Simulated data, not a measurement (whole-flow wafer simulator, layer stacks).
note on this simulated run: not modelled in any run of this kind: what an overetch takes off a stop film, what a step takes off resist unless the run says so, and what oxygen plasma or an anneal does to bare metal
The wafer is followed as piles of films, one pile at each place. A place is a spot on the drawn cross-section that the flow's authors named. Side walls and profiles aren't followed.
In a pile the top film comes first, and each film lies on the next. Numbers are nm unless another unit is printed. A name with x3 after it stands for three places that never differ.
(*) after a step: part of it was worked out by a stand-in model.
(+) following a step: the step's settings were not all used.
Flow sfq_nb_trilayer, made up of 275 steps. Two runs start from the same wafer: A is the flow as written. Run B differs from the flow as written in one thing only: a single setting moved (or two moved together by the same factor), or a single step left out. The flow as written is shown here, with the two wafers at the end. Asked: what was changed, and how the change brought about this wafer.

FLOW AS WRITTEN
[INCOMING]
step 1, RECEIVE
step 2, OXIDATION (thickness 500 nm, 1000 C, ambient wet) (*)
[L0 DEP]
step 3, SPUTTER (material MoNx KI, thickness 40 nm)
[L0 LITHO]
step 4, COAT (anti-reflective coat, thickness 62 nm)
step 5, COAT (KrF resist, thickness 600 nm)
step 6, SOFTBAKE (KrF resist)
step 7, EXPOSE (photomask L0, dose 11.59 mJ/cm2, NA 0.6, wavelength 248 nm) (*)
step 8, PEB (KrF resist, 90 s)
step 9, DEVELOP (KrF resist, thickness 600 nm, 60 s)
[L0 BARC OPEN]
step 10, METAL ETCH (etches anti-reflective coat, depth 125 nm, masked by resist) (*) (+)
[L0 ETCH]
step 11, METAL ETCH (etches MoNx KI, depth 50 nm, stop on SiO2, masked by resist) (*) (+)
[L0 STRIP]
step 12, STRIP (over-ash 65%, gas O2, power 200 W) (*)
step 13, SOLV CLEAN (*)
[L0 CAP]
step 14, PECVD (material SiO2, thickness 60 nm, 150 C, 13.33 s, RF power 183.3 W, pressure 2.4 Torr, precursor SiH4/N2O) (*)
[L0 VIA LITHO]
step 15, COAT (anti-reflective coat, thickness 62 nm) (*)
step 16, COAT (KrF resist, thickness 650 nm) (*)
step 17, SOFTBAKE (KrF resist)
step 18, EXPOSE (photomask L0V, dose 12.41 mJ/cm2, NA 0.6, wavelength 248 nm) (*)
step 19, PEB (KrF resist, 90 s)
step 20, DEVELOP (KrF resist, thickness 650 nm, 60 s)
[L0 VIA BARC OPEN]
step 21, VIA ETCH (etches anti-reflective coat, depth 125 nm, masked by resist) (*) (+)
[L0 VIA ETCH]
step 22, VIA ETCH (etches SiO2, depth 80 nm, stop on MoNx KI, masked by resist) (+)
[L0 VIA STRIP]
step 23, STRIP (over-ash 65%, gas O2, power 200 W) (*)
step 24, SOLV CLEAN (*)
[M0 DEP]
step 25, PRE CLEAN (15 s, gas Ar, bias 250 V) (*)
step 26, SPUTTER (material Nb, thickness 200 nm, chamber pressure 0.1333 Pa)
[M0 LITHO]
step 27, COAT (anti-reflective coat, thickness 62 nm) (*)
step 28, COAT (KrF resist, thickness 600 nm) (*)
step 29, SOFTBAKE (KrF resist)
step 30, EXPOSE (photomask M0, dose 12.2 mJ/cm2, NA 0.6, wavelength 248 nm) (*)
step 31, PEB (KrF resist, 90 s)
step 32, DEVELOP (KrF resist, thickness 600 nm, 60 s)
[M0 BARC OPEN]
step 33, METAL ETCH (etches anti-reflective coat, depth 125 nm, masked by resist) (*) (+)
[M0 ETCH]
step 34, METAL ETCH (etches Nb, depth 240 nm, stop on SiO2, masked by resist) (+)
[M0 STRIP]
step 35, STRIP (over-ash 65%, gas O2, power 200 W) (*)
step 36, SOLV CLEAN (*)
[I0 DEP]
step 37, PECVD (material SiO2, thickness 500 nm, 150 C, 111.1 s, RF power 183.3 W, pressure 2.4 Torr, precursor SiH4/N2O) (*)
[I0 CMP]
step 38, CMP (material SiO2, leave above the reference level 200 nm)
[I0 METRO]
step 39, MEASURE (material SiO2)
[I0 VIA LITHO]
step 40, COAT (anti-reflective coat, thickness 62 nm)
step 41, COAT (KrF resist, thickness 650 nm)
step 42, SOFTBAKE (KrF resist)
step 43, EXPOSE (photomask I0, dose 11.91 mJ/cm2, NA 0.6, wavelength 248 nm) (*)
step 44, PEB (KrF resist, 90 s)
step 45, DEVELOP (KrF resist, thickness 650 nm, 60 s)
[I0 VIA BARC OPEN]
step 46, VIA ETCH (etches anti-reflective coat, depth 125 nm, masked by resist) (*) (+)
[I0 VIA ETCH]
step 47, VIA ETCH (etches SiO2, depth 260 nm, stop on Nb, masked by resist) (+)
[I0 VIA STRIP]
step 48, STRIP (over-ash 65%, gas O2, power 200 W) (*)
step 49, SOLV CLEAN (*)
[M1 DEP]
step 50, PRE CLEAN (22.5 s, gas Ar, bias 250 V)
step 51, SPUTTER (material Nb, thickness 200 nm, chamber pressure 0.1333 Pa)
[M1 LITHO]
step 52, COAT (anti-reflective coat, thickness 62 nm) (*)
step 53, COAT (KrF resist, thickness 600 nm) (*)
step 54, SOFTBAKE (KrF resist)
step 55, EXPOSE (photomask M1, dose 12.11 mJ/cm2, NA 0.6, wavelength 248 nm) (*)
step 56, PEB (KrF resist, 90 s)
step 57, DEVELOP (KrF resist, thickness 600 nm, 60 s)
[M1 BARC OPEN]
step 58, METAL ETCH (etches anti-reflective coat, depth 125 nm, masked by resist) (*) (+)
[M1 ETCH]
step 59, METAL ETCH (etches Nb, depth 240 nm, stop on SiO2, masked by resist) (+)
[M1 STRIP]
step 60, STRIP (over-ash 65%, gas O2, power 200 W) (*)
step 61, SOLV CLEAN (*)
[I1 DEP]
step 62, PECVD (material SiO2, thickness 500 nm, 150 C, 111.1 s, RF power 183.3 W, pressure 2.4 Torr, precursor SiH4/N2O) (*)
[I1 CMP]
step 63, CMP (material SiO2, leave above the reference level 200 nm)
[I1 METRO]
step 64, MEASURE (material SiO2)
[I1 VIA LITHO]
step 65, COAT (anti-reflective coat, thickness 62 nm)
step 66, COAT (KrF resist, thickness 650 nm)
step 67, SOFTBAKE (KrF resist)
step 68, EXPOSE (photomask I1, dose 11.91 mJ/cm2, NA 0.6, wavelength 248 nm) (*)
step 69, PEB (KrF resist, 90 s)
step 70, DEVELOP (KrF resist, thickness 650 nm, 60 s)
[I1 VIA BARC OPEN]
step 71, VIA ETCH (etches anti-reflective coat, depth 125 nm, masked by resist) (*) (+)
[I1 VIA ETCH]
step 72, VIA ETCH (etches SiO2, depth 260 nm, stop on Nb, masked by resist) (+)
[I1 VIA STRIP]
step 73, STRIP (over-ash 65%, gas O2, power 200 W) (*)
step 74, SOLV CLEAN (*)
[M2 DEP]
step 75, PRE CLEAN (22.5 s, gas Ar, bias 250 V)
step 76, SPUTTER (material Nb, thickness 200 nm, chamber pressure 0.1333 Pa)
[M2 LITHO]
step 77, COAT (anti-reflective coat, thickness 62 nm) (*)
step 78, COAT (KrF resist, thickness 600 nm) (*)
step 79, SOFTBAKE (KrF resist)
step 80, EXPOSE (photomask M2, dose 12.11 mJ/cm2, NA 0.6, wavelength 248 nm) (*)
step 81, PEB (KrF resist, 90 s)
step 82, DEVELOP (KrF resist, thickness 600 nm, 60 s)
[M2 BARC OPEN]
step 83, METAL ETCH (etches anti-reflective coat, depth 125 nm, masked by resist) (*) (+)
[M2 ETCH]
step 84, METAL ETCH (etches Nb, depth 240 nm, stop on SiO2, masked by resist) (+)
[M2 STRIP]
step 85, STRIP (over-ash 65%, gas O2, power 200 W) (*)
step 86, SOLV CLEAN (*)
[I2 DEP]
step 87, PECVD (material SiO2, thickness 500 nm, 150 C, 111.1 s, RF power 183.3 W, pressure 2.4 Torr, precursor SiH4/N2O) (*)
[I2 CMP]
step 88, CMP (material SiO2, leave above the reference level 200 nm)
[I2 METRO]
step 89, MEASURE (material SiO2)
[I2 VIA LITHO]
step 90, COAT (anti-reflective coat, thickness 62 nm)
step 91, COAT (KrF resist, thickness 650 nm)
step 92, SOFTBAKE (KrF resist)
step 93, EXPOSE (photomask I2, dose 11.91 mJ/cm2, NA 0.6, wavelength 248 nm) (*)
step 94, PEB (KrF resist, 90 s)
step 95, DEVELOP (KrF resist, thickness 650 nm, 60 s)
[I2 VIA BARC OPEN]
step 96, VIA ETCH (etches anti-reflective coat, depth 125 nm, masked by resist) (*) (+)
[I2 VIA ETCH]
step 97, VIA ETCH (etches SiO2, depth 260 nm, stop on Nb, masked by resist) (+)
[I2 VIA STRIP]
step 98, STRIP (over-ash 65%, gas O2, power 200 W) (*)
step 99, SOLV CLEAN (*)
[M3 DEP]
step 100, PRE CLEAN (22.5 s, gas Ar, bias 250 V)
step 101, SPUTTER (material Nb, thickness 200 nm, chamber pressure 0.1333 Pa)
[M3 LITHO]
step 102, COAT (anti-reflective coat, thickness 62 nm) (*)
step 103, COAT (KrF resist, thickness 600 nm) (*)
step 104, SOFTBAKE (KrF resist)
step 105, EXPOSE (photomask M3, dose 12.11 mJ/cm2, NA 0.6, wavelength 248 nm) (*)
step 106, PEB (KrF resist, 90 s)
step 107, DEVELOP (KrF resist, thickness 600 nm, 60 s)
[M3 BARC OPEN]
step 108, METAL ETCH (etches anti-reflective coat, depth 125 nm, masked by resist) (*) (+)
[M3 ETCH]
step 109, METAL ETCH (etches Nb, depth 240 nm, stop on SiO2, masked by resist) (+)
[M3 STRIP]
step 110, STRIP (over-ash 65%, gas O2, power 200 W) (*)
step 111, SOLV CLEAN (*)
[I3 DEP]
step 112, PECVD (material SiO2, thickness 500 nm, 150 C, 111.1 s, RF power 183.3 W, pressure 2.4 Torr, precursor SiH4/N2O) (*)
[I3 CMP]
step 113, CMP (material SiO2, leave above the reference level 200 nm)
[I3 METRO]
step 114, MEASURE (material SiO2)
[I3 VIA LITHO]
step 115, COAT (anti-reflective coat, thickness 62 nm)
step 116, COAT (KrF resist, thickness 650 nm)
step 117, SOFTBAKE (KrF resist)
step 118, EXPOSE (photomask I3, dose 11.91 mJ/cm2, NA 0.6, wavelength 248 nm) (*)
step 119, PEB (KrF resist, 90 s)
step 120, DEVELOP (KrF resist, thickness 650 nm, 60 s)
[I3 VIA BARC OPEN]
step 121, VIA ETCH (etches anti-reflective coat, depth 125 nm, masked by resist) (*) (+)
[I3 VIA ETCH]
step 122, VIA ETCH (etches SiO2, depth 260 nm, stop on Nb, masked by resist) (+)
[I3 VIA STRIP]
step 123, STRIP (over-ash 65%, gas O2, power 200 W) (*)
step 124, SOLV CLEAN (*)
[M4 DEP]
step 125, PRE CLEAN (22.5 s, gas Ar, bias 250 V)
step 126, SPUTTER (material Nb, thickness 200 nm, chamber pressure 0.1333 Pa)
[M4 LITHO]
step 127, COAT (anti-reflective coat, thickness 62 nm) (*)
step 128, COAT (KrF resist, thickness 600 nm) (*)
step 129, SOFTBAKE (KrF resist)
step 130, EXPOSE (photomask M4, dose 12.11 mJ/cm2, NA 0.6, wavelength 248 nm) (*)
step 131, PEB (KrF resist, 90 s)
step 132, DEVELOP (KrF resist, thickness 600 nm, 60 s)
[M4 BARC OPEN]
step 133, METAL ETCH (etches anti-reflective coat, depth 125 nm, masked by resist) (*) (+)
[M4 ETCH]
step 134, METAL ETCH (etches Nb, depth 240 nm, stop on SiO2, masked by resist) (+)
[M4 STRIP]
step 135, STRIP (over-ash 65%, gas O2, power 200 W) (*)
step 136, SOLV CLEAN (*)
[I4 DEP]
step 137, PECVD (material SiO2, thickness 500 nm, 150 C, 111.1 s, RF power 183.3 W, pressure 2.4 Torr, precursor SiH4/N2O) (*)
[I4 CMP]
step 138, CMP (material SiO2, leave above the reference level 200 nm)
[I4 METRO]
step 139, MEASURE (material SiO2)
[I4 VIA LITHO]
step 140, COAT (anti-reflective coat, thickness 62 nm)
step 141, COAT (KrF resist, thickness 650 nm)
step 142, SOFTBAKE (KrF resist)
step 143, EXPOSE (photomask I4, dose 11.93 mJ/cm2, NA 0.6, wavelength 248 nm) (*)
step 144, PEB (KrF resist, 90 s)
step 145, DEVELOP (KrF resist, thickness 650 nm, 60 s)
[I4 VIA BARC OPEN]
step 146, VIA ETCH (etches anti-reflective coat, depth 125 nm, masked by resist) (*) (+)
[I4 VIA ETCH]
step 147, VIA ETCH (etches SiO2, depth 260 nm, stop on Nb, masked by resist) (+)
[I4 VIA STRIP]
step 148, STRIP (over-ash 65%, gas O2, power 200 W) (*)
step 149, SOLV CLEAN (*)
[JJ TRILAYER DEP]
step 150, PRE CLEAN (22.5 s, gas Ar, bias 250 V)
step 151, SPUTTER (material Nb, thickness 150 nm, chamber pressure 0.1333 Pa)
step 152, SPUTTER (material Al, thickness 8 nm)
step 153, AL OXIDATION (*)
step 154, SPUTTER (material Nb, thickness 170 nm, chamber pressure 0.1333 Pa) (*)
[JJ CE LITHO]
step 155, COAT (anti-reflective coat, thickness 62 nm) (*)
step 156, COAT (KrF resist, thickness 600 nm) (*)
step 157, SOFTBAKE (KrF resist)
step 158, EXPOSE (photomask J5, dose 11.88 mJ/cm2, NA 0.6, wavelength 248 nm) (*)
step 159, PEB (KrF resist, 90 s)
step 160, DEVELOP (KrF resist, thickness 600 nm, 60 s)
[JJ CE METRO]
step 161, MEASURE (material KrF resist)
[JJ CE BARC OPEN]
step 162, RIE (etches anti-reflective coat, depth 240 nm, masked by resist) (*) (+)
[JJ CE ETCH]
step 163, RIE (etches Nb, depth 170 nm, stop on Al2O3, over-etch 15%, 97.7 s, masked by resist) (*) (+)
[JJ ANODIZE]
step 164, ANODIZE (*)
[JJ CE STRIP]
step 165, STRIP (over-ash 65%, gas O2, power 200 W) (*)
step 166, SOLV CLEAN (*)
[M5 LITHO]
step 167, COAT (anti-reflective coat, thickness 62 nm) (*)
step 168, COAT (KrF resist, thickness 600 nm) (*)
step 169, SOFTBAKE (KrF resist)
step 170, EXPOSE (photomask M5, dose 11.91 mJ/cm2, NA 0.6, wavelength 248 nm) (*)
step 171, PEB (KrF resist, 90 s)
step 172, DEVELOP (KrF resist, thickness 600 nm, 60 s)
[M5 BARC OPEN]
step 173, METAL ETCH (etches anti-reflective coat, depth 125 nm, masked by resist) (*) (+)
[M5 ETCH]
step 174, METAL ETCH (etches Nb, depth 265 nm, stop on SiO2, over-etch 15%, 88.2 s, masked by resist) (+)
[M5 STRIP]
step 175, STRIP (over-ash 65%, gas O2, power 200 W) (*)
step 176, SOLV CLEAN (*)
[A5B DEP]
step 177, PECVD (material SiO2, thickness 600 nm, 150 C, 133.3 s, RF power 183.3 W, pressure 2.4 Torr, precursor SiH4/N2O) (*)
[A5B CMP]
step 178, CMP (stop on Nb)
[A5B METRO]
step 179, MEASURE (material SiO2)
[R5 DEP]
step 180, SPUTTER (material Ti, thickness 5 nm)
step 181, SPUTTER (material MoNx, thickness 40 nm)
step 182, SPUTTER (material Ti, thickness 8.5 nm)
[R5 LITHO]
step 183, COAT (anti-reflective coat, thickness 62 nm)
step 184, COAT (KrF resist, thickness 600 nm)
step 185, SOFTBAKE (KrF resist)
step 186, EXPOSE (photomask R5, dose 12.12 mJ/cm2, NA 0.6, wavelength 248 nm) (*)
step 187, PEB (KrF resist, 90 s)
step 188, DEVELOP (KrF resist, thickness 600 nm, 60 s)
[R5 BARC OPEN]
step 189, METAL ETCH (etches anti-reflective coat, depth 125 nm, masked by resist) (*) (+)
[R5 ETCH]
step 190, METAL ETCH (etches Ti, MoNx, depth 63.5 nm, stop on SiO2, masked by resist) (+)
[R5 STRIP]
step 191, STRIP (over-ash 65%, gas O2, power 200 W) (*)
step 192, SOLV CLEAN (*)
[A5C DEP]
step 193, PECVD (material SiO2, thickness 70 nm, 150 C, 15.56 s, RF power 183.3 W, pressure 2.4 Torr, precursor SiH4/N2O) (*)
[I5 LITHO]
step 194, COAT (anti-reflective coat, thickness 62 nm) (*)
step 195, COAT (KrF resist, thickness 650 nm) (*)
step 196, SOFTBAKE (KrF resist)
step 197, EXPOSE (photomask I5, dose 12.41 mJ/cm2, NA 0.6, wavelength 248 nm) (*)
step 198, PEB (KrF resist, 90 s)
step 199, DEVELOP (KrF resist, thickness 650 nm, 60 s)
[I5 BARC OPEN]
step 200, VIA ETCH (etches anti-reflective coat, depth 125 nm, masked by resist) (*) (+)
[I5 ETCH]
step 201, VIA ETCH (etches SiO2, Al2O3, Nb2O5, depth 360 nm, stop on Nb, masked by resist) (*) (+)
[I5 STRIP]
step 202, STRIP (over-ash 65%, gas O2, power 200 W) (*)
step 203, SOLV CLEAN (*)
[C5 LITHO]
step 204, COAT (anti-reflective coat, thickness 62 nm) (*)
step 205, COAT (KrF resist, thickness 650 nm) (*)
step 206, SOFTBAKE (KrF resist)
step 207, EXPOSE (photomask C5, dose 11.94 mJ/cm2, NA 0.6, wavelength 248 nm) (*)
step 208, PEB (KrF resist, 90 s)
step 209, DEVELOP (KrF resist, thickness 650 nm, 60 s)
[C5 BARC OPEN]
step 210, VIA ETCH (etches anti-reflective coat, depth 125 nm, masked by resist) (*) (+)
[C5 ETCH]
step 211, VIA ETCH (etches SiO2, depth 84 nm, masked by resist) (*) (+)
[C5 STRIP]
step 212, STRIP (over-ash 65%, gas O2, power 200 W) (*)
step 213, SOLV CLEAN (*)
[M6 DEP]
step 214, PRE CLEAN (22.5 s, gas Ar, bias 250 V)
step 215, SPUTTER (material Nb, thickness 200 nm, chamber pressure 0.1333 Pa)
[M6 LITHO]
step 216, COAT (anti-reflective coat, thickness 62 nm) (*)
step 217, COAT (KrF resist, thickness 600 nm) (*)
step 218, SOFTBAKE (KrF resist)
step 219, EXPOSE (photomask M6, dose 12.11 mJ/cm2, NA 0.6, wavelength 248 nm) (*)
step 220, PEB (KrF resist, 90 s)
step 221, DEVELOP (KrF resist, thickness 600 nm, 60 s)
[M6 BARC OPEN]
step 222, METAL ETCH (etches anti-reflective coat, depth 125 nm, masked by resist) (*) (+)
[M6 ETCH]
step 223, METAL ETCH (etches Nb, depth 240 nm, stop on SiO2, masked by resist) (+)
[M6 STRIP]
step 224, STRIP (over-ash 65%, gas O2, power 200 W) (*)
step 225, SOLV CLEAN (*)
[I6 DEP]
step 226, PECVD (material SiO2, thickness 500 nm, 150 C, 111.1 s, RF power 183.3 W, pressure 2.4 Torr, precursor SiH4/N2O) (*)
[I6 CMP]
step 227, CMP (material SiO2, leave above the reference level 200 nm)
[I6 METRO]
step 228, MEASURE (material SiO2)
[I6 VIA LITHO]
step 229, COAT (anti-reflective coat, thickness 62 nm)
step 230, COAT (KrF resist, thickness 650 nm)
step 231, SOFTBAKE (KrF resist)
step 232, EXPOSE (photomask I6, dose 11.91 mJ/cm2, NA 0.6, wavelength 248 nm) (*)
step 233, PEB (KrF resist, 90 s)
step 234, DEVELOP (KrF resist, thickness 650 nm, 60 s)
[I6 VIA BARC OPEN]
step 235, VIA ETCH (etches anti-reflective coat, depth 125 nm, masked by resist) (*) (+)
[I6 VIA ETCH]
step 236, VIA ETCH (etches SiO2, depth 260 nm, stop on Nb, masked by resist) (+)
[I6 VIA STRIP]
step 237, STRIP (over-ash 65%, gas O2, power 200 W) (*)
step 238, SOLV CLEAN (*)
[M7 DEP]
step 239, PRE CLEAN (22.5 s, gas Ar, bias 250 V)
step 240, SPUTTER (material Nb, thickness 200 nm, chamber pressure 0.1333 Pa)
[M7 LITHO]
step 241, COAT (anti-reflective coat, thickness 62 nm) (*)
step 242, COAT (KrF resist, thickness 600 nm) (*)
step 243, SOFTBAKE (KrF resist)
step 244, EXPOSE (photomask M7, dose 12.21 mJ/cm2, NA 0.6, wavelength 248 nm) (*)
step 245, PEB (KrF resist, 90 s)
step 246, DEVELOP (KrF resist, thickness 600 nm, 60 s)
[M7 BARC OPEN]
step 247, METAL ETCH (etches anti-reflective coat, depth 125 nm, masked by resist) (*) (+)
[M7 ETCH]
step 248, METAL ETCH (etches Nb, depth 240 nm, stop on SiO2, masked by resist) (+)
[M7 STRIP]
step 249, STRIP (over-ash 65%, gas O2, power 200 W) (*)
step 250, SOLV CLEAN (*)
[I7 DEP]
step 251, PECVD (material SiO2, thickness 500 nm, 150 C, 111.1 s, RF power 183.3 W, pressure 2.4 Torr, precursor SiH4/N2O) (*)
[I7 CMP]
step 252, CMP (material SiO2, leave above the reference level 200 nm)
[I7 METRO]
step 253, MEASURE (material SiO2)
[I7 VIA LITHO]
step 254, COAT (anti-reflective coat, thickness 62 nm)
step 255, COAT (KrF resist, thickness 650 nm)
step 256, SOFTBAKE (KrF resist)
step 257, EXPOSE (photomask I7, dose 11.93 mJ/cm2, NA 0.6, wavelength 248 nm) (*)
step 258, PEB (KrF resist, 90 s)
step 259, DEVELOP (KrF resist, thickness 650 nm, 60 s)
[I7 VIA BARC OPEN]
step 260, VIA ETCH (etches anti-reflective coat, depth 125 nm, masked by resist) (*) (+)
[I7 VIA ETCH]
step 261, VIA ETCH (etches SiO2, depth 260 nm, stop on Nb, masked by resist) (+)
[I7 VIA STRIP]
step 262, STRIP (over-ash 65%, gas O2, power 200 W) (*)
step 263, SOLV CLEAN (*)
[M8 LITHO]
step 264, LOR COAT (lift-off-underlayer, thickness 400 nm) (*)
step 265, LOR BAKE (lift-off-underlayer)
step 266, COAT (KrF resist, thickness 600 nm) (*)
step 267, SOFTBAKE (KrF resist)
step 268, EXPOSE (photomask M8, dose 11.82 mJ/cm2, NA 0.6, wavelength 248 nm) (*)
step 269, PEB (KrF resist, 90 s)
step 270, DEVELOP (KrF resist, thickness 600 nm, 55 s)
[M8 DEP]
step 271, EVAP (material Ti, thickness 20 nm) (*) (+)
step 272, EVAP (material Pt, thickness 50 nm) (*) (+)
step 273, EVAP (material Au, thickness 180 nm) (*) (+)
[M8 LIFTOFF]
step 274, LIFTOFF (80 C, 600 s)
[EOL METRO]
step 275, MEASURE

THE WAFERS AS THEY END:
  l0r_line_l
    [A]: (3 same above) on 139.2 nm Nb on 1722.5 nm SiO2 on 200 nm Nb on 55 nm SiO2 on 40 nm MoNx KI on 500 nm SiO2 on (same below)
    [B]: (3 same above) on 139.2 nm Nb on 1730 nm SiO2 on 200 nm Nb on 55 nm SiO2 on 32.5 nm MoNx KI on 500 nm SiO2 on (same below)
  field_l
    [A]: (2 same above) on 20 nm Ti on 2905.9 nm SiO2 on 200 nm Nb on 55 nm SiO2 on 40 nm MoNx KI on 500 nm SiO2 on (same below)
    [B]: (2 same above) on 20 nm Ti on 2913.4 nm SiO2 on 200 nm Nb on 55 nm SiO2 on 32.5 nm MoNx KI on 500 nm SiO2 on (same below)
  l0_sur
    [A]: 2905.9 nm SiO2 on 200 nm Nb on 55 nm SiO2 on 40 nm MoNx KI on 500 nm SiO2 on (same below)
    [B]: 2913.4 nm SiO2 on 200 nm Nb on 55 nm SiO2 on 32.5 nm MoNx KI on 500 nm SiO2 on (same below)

The reason: step 3, SPUTTER: thickness 32.5 nm was run, though the flow has thickness 40 nm.
The wafer lets one read it off: l0r_line_l has MoNx KI 32.5, and step 3 as written asks for 40 nm.

Step by step, how the change led to this:
  step 3, SPUTTER (material MoNx KI, thickness 40 nm)
      field_l, v_sur, via_wl and 103 more: A MoNx KI gains 40 (new film) | B MoNx KI gains 32.5 (new film)
  step 11, METAL ETCH (etches MoNx KI, depth 50 nm, stop on SiO2, masked by resist) (*) (+)
      v_sur, via_wl, via_w and 97 more: A MoNx KI loses 40 (all of it) | B MoNx KI loses 32.5 (all of it)
      field_l, l0_sur, l0v, l0r_line_l, l0r_line_c, l0r_line_r: A KrF resist loses 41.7 | B KrF resist loses 40.6
  step 15, COAT (anti-reflective coat, thickness 62 nm) (*)
      v_sur: A anti-reflective coat gains 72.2 (new film) | B anti-reflective coat gains 70.3 (new film)
      l0_sur: A anti-reflective coat gains 54.2 (new film) | B anti-reflective coat gains 55.5 (new film)
      (as well as at 1 more place)
  step 23, STRIP (over-ash 65%, gas O2, power 200 W) (*)
      v_sur: A KrF resist loses 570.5 (all of it), anti-reflective coat loses 72.2 (all of it) | B KrF resist loses 568.3 (all of it), anti-reflective coat loses 70.3 (all of it)
      l0_sur: A KrF resist loses 552.8 (all of it), anti-reflective coat loses 54.2 (all of it) | B KrF resist loses 554.2 (all of it), anti-reflective coat loses 55.5 (all of it)
      (as well as at 1 more place)
  step 27, COAT (anti-reflective coat, thickness 62 nm) (*)
      v_sur: A anti-reflective coat gains 72.3 (new film) | B anti-reflective coat gains 70.5 (new film)
      l0_sur: A anti-reflective coat gains 47.5 (new film) | B anti-reflective coat gains 48.5 (new film)
      (as well as at 1 more place)
  step 35, STRIP (over-ash 65%, gas O2, power 200 W) (*)
      v_sur: A KrF resist loses 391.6 (all of it), anti-reflective coat loses 72.3 (all of it) | B KrF resist loses 389.8 (all of it), anti-reflective coat loses 70.5 (all of it)
      l0_sur: A KrF resist loses 372 (all of it), anti-reflective coat loses 47.5 (all of it) | B KrF resist loses 373.8 (all of it), anti-reflective coat loses 48.5 (all of it)
      (as well as at 1 more place)
  step 38, CMP (material SiO2, leave above the reference level 200 nm)
      field_l, l0_sur, l0r_line_l, l0r_line_c, l0r_line_r: A SiO2 loses 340 | B SiO2 loses 332.5
      l0v: A SiO2 loses 277.8 | B SiO2 loses 270.3
